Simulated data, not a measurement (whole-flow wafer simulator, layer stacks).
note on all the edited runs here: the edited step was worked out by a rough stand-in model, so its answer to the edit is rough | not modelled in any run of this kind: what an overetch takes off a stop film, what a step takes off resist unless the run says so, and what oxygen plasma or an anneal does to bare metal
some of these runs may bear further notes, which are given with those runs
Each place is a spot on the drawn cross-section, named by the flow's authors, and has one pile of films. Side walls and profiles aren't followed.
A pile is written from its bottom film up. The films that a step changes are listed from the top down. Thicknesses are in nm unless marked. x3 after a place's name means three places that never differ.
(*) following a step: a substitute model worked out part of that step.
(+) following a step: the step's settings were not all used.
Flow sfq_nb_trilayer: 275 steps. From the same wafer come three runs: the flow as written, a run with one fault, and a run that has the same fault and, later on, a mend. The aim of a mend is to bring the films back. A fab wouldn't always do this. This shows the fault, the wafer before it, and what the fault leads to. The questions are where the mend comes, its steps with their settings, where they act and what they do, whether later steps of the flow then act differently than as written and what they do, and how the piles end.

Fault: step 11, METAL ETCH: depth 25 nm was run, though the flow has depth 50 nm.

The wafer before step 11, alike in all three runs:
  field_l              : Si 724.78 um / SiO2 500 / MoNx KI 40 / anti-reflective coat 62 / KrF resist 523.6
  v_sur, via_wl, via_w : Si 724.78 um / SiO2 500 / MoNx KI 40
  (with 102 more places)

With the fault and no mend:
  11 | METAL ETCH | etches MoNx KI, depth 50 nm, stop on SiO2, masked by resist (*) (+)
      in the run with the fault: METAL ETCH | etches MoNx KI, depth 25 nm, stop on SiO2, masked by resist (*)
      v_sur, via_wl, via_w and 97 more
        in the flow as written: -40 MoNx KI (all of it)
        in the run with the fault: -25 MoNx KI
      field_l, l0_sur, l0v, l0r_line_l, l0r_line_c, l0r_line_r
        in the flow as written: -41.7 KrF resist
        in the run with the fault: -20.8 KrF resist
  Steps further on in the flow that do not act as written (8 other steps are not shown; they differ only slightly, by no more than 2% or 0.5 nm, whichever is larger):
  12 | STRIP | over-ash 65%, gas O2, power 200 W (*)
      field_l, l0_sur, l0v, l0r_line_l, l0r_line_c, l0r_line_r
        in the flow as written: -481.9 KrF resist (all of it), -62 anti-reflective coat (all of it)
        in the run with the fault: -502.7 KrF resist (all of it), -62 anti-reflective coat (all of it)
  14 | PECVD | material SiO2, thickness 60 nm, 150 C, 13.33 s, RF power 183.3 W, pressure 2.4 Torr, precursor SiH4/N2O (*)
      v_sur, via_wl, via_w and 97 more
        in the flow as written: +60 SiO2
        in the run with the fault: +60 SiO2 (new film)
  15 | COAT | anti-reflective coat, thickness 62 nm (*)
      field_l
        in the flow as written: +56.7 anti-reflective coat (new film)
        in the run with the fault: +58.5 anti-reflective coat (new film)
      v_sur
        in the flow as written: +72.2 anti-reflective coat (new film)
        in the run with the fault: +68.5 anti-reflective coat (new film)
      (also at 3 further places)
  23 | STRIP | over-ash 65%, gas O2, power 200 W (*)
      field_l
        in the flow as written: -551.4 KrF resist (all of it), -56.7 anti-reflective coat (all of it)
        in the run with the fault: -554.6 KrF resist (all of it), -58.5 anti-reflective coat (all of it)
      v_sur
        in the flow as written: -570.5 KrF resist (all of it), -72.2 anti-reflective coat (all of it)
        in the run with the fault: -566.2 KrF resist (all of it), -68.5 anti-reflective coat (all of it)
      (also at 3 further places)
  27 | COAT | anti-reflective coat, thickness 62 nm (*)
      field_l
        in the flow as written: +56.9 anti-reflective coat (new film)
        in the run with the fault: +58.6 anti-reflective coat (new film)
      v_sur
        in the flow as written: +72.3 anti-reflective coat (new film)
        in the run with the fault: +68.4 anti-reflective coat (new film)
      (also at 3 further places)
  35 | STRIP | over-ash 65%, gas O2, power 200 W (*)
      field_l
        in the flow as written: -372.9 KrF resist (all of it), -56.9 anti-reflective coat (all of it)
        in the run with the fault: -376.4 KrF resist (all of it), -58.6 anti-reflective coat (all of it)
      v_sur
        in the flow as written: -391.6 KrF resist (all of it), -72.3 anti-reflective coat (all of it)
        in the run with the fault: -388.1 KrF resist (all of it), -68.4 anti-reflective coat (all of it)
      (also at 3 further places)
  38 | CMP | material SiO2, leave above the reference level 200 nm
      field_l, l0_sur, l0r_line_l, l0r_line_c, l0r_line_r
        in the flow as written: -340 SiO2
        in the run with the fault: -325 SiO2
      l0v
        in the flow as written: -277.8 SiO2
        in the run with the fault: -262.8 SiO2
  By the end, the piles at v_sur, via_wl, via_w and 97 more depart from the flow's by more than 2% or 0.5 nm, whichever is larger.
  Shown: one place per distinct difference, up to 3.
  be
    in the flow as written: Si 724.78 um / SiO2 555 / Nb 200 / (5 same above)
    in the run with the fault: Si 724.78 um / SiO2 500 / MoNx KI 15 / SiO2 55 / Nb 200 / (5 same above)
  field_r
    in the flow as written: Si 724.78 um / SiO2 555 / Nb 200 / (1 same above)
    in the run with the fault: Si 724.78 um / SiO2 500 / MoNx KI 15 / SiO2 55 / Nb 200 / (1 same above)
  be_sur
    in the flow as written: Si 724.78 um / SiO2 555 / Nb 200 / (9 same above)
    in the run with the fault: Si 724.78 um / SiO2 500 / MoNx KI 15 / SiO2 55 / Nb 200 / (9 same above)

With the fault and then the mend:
  The mend stands after step 12.
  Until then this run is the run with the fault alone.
  12a | COAT | anti-reflective coat, thickness 62 nm (*) (the flow's step 4, run once more)
      p4_fl x3, p4_w1 x9, p4_g1 x2 and 59 more
        +62 anti-reflective coat (new film)
      wire, be, be_sur and 13 more
        +63.1 anti-reflective coat (new film)
      via_wr, via_sp, lsp_m
        +63.3 anti-reflective coat (new film)
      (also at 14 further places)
  12b | COAT | KrF resist, thickness 600 nm (*) (the flow's step 5, run once more)
      p4_fl x3, p4_w1 x9, p4_g1 x2 and 59 more
        +600 KrF resist (new film)
      gap, jj_sur, ce_l and 6 more
        +604.2 KrF resist (new film)
      be_sur, r_end, moat
        +604.3 KrF resist (new film)
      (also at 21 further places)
  12c | SOFTBAKE | KrF resist (the flow's step 6, run once more)
      does not change any film at any place that is followed
  12d | EXPOSE | photomask L0, dose 11.59 mJ/cm2, NA 0.6, wavelength 248 nm (*) (the flow's step 7, run once more)
      does not change any film at any place that is followed
  12e | PEB | KrF resist, 90 s (the flow's step 8, run once more)
      p4_fl x3, p4_w1 x9, p4_g1 x2 and 62 more
        -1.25 KrF resist
      via_sp, via_v, wire and 17 more
        -1.26 KrF resist
      v_sur, via_wl, via_w, via_wr, ln_m6, lsp_r
        -1.27 KrF resist
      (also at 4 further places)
  12f | DEVELOP | KrF resist, thickness 600 nm, 60 s (the flow's step 9, run once more)
      p4_fl x3, p4_w1 x9, p4_g1 x2 and 59 more
        -598.7 KrF resist (all of it)
      jj_sur, ce_l, c5j, ce_r, sp_r, be_r, r_sur
        -602.9 KrF resist (all of it)
      field_l, l0_sur, l0v, l0r_line_l, l0r_line_c, l0r_line_r
        -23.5 KrF resist
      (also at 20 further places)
  12g | METAL ETCH | etches anti-reflective coat, depth 125 nm, masked by resist (*) (+) (the flow's step 10, run once more)
      p4_fl x3, p4_w1 x9, p4_g1 x2 and 59 more
        -62 anti-reflective coat (all of it)
      wire, be, be_sur and 13 more
        -63.1 anti-reflective coat (all of it)
      field_l, l0_sur, l0v, l0r_line_l, l0r_line_c, l0r_line_r
        -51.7 KrF resist
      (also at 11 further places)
  12h | METAL ETCH | etches MoNx KI, depth 25 nm, stop on SiO2, masked by resist (+) (the flow's step 11, run once more with other settings)
      v_sur, via_wl, via_w and 97 more
        -15 MoNx KI (all of it)
      field_l, l0_sur, l0v
        -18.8 KrF resist
      l0r_line_l, l0r_line_c, l0r_line_r
        -18.7 KrF resist
  12i | STRIP | over-ash 65%, gas O2, power 200 W (*) (the flow's step 12, run once more)
      l0r_line_l, l0r_line_c, l0r_line_r
        -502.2 KrF resist (all of it), -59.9 anti-reflective coat (all of it)
      field_l
        -499 KrF resist (all of it), -58.3 anti-reflective coat (all of it)
      l0_sur
        -500.2 KrF resist (all of it), -56.5 anti-reflective coat (all of it)
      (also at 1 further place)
  Every later step of the flow that is run acts as written at every place that is followed.
  At every place that both follow, the piles at the end match the flow's.
